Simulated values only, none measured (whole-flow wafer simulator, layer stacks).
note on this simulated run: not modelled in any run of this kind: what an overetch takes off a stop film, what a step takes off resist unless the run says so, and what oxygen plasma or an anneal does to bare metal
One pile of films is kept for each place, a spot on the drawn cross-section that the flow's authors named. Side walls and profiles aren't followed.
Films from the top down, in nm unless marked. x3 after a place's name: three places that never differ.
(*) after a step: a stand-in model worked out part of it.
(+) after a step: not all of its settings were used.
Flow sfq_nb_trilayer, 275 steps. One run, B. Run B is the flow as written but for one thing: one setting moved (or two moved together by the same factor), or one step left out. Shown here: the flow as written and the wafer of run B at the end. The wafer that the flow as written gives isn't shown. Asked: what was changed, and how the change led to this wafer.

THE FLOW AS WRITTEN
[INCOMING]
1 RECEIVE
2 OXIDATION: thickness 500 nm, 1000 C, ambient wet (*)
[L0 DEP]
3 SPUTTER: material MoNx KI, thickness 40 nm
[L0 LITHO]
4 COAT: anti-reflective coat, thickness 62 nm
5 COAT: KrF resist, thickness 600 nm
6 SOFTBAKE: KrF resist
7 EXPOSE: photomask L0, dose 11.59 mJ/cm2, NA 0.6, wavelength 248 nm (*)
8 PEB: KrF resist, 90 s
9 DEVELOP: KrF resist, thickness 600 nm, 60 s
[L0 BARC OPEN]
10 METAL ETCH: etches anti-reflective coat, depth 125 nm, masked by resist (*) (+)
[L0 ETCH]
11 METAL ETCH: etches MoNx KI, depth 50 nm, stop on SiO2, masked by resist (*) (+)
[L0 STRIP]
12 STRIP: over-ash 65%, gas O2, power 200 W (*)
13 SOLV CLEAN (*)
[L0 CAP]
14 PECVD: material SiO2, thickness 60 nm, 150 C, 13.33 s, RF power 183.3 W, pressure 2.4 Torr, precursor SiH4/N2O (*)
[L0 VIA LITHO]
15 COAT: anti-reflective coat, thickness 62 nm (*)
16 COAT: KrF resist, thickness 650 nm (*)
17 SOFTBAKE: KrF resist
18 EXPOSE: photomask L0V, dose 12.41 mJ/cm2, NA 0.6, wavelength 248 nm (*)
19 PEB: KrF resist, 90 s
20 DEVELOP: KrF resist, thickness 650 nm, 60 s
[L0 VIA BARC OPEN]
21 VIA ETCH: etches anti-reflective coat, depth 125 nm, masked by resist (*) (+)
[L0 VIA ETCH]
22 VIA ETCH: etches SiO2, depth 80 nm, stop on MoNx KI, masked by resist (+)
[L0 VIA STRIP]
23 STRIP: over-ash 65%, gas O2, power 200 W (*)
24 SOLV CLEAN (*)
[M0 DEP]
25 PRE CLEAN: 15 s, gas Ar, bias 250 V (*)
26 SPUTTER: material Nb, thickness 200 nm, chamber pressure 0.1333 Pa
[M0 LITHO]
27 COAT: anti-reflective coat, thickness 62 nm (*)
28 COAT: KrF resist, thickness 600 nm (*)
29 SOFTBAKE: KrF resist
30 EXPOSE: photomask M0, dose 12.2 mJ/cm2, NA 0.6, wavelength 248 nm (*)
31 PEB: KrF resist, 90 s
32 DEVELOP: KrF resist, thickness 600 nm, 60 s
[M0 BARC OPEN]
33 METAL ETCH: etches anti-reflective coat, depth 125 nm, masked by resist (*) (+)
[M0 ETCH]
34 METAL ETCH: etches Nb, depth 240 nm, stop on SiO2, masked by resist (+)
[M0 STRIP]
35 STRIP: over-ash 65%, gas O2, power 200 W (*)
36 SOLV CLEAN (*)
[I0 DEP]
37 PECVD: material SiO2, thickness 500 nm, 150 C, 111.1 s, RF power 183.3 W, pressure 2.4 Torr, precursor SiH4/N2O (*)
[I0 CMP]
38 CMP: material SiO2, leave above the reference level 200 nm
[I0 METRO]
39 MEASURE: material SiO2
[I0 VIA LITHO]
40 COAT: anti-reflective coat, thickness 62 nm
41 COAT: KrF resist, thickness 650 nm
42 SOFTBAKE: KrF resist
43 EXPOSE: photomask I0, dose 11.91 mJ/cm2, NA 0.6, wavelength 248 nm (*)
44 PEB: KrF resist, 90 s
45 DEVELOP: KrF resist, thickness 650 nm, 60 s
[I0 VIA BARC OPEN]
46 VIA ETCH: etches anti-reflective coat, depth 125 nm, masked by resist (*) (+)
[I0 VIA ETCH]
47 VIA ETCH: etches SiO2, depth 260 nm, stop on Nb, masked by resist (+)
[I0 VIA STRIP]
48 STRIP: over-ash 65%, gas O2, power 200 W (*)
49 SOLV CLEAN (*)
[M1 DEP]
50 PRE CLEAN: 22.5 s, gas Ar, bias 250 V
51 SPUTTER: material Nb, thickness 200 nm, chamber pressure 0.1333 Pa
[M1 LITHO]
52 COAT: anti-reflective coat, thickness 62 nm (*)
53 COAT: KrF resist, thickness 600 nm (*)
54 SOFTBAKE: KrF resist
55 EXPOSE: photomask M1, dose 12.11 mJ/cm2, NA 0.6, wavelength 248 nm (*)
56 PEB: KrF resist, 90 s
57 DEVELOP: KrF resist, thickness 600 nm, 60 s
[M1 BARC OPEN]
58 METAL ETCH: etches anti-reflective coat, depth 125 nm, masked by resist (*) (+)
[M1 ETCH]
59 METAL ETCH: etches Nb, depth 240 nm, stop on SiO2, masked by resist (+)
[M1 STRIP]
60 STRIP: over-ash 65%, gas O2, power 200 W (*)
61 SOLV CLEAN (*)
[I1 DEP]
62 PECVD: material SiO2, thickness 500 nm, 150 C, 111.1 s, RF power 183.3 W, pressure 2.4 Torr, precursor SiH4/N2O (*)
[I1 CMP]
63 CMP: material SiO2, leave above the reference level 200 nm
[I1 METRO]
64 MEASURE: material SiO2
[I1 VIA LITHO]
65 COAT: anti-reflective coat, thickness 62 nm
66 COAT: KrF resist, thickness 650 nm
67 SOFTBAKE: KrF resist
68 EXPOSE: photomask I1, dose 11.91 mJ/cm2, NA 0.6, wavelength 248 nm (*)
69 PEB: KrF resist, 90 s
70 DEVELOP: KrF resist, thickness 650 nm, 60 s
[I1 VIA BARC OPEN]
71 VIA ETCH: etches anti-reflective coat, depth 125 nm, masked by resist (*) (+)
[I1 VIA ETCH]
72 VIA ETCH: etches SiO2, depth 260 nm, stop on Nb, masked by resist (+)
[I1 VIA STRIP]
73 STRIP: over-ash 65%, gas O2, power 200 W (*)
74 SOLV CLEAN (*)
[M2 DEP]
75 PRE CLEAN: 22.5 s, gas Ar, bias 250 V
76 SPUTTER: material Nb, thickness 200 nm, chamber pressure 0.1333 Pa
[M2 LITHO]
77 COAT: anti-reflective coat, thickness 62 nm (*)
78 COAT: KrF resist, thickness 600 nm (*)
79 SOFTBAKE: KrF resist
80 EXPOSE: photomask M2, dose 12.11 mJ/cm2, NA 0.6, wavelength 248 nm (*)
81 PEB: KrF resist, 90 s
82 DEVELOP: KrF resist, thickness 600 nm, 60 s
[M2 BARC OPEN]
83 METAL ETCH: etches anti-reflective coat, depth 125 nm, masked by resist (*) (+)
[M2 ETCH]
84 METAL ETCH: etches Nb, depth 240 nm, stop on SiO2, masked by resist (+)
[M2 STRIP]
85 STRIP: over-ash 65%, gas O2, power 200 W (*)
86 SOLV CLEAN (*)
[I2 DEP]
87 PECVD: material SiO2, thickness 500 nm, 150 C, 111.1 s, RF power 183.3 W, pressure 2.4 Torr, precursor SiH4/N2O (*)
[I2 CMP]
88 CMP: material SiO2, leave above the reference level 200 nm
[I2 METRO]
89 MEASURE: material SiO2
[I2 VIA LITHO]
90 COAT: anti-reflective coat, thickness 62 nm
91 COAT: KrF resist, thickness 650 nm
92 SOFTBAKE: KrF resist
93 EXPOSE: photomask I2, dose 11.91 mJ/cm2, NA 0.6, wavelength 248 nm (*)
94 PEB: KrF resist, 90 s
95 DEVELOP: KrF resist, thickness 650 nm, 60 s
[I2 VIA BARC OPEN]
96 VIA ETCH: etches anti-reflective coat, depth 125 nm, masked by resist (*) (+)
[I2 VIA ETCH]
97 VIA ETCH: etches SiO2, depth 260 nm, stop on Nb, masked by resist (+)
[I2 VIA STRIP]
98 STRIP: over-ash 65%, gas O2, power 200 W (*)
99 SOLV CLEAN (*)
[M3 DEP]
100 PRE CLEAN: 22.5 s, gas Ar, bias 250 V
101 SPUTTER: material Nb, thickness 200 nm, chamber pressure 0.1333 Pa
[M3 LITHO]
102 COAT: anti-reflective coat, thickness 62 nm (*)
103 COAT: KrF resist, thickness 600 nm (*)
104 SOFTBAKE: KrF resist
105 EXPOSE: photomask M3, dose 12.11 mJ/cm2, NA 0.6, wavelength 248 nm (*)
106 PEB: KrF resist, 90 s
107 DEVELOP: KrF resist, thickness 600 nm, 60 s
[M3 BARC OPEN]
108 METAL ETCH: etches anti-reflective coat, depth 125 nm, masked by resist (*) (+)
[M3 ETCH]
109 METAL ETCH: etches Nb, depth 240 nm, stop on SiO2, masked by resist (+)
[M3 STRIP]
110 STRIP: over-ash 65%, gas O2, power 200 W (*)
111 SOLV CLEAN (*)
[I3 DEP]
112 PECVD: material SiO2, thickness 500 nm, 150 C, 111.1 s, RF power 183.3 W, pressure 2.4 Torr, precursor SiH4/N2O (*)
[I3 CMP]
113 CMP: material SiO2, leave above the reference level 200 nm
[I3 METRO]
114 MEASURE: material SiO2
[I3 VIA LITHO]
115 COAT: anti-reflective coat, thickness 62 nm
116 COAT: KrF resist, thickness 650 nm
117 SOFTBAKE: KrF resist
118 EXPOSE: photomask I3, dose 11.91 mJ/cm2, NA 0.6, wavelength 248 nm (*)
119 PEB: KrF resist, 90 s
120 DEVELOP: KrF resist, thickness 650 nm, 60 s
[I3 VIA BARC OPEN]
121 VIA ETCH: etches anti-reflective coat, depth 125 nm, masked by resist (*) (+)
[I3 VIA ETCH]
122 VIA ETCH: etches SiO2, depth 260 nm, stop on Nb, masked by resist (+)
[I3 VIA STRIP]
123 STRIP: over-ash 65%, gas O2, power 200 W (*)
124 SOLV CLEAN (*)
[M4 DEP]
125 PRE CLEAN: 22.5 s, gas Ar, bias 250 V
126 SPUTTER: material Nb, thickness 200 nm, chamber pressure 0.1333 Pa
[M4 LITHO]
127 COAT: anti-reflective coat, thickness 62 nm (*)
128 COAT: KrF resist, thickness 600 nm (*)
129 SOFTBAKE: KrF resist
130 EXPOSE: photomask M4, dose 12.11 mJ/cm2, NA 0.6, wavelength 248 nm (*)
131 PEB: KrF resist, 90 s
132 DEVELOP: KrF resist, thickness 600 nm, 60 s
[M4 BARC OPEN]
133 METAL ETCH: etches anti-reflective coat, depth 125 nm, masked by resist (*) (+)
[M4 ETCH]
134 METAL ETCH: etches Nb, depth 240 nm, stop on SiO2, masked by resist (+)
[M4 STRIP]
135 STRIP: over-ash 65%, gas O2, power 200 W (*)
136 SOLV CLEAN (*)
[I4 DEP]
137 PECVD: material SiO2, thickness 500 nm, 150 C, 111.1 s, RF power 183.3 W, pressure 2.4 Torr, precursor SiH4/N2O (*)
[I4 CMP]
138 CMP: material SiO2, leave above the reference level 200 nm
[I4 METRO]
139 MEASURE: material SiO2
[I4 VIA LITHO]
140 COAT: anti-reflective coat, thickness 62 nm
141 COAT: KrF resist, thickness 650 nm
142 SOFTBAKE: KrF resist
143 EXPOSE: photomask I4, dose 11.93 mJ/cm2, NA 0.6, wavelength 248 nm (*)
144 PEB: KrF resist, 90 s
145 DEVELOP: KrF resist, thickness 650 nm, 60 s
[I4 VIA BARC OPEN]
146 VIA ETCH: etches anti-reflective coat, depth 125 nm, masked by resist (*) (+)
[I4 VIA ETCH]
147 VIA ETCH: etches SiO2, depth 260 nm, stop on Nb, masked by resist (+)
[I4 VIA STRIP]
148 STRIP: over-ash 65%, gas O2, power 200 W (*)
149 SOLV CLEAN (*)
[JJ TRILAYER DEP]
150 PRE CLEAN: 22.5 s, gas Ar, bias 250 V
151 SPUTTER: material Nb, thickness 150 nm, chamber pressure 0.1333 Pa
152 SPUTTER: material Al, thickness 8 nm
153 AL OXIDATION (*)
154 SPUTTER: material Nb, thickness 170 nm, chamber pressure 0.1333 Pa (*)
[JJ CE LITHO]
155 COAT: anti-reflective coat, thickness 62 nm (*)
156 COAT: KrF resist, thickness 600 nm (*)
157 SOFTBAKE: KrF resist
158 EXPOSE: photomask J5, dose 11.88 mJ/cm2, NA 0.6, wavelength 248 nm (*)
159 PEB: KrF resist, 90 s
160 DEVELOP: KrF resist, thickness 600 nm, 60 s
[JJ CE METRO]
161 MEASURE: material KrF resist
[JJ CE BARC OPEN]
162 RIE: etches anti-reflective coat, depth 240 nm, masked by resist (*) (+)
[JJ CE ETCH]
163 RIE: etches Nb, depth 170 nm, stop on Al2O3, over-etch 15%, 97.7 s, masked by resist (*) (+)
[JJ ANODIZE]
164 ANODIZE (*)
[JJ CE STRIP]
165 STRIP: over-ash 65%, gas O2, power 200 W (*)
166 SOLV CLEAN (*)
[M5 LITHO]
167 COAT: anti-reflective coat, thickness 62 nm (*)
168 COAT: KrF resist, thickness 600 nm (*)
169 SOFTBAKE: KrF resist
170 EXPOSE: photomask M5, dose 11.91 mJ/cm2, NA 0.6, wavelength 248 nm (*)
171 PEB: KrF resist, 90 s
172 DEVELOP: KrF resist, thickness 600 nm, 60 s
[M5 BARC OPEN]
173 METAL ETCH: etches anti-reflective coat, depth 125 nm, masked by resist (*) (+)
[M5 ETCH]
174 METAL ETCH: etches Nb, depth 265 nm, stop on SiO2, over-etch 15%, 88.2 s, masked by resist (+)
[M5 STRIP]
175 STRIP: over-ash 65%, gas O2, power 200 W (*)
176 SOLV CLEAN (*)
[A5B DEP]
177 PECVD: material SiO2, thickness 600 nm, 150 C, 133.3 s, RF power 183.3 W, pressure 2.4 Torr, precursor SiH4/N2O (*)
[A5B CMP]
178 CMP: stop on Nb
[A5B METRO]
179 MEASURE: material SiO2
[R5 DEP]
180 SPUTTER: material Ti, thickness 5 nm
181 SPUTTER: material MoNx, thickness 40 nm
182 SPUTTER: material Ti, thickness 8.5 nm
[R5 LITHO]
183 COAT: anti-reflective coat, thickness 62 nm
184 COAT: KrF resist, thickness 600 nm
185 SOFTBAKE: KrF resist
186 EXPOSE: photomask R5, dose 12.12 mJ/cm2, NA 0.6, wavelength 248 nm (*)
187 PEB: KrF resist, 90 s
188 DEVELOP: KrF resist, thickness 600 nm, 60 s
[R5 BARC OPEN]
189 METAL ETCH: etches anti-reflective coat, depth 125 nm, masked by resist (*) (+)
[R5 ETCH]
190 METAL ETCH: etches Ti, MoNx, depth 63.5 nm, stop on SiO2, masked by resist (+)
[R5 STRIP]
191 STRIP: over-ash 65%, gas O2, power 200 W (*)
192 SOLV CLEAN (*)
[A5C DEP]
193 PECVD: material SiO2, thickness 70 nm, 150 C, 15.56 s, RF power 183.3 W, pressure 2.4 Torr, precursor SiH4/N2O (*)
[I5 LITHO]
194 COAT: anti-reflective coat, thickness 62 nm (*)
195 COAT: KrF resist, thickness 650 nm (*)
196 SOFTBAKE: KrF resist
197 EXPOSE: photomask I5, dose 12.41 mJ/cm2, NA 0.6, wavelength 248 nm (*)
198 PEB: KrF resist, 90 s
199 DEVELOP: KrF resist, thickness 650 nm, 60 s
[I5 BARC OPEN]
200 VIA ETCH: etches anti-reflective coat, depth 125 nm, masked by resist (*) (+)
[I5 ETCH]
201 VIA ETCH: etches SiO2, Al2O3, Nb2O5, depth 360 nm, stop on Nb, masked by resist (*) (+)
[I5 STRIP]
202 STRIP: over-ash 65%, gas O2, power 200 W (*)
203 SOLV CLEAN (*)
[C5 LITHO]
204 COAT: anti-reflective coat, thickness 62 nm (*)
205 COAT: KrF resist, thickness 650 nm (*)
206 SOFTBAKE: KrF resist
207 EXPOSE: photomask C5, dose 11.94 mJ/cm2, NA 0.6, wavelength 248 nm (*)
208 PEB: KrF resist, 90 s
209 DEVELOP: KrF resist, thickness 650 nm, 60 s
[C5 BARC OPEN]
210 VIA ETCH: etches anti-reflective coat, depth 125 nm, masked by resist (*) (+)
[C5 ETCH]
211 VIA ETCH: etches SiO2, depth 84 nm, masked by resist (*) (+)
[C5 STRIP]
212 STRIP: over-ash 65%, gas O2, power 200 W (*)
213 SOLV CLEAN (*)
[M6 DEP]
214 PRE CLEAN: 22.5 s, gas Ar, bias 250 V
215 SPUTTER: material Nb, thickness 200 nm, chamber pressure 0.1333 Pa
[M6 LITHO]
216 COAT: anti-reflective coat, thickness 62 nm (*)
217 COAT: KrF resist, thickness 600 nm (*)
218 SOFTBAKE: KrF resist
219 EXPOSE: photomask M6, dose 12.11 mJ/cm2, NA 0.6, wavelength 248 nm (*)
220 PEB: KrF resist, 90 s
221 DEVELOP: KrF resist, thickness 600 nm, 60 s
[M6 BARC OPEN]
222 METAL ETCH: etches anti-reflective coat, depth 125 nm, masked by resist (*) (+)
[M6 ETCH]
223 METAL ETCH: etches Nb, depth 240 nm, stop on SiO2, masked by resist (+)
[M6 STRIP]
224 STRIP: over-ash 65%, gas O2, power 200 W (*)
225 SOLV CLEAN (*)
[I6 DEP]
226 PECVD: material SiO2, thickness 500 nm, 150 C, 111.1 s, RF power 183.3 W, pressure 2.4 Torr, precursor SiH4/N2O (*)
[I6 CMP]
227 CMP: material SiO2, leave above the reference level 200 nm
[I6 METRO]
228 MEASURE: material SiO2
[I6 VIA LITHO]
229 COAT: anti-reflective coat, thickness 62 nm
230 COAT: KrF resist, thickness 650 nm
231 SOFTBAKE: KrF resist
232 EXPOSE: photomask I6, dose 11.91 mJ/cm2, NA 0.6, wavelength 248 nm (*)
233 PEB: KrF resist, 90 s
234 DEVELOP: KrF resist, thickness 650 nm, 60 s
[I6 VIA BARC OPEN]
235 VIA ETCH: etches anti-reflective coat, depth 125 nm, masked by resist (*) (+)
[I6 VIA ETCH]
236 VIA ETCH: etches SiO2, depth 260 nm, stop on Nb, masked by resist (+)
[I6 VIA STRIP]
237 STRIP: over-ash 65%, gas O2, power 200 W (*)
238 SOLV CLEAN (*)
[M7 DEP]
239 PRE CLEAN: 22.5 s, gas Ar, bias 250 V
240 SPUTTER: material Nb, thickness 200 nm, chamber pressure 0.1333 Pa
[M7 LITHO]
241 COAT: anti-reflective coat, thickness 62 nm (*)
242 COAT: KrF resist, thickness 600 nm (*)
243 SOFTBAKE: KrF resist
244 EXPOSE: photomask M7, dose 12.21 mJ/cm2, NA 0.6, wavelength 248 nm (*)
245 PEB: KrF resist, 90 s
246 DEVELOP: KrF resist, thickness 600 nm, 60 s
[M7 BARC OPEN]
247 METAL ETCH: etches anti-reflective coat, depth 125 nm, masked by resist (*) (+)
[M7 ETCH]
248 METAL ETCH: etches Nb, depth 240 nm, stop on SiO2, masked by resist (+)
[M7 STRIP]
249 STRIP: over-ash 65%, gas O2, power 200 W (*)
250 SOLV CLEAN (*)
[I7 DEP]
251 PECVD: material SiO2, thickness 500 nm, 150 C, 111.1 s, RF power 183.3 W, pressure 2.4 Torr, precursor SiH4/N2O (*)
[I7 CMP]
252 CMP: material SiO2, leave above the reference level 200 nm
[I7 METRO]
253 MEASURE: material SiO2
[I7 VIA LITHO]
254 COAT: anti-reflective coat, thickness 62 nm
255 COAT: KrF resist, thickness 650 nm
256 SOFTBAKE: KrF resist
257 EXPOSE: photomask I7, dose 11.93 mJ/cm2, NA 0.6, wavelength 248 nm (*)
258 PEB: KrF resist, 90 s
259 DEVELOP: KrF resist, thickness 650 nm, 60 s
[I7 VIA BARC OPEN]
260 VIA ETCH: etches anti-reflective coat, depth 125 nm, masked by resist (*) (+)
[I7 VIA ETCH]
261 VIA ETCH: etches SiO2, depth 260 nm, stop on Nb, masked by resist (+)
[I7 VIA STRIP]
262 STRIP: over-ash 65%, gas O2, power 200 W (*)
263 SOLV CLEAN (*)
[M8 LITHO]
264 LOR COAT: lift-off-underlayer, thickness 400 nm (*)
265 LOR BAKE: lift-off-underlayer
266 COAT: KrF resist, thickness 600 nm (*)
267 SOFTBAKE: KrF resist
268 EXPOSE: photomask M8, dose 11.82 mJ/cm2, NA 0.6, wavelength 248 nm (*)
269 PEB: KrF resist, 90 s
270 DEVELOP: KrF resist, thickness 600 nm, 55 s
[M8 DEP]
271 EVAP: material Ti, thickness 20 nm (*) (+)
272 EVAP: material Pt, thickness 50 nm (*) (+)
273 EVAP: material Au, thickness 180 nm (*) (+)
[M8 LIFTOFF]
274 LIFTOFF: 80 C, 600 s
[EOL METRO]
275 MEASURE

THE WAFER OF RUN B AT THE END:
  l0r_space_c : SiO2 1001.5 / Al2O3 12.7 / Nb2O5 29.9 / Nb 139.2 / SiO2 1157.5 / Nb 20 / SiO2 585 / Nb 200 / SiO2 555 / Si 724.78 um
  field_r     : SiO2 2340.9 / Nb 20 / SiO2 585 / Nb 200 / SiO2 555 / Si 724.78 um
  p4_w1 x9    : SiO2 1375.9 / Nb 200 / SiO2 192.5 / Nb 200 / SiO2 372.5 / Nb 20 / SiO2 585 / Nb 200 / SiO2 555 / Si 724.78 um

The cause: step 84, METAL ETCH: depth 180 nm was run, where the flow has depth 240 nm.

How the change led to this, step by step:
  84 METAL ETCH: etches Nb, depth 240 nm, stop on SiO2, masked by resist (+)
      field_l, be, be_sur and 81 more: Nb -180 (as written it would be: Nb -200 (all of it))
      v_sur, via_wl, via_w and 19 more: KrF resist -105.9 (as written it would be: KrF resist -141.2)
  85 STRIP: over-ash 65%, gas O2, power 200 W (*)
      wl_j_sl, wl_jj, wl_j_sr and 12 more: KrF resist -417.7 (all of it), anti-reflective coat -62 (all of it) (as written it would be: KrF resist -382.4 (all of it), anti-reflective coat -62 (all of it))
      v_sur: KrF resist -415.3 (all of it), anti-reflective coat -61.4 (all of it) (as written it would be: KrF resist -380 (all of it), anti-reflective coat -61.4 (all of it))
      (and at 6 more places)
  87 PECVD: material SiO2, thickness 500 nm, 150 C, 111.1 s, RF power 183.3 W, pressure 2.4 Torr, precursor SiH4/N2O (*)
      field_l, be, be_sur and 81 more: SiO2 +500 (new film) (as written it would be: SiO2 +500)
  88 CMP: material SiO2, leave above the reference level 200 nm
      field_l, be, be_sur and 81 more: SiO2 -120 (as written it would be: SiO2 -100)
Counting metal films that touch as one body, l0r_space_c has 3 bodies (between them, from the top down: SiO2 1157.5; SiO2 585); the flow as written gives 2 bodies (between them, from the top down: SiO2 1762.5).
Counting metal films that touch as one body, field_r has 2 bodies (between them, from the top down: SiO2 585); the flow as written gives 1 body.
Counting metal films that touch as one body, p4_w1 x9 has 4 bodies (between them, from the top down: SiO2 192.5; SiO2 372.5; SiO2 585); the flow as written gives 3 bodies (between them, from the top down: SiO2 192.5; SiO2 977.5).
